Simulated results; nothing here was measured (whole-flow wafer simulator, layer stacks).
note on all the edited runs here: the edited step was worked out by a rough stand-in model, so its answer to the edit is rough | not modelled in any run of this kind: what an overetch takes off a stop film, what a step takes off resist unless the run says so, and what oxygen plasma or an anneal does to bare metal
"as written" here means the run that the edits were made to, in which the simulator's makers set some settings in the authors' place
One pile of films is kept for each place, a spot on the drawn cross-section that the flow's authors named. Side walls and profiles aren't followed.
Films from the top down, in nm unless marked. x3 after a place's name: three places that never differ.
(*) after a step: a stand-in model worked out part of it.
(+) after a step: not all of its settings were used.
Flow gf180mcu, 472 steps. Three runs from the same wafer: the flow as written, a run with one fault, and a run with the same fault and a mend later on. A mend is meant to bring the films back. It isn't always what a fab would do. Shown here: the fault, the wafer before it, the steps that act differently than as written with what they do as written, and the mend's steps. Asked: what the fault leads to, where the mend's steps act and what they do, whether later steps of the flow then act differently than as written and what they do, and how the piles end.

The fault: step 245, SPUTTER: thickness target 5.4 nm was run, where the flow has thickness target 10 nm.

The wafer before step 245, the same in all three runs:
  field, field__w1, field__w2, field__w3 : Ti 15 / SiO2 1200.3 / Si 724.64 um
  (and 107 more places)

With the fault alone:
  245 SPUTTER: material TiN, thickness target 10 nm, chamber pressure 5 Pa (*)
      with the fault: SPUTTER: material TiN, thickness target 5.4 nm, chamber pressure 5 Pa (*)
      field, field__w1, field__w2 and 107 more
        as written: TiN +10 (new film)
        with the fault: TiN +5.4 (new film)
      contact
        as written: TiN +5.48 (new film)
        with the fault: TiN +2.97 (new film)
  Later steps of the flow that act differently than as written (1 more step differs only slightly, by at most 2% or 0.5 nm, whichever is larger, and isn't shown):
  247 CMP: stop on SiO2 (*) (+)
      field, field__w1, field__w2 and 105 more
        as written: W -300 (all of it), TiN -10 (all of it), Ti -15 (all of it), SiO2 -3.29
        with the fault: W -300 (all of it), TiN -5.4 (all of it), Ti -15 (all of it), SiO2 -3.24
  At the end the piles differ from the flow's by more than 2% or 0.5 nm, whichever is larger, at contact, polyc_n, polyc_p.
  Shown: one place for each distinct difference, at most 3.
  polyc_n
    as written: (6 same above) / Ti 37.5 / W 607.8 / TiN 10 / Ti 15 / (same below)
    with the fault: (6 same above) / Ti 37.5 / W 612.4 / TiN 5.4 / Ti 15 / (same below)
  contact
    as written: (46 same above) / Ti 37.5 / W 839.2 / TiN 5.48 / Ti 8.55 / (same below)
    with the fault: (46 same above) / Ti 37.5 / W 841.8 / TiN 2.97 / Ti 8.55 / (same below)

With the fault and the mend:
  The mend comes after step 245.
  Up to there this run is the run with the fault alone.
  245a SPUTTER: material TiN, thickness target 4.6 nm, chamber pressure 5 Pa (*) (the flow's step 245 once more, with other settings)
      field, field__w1, field__w2 and 107 more
        TiN +4.6
      contact
        TiN +2.52
  No later step of the flow acts differently than as written at any place that is followed.
  At the end the piles are the same as the flow's at every place that both follow.
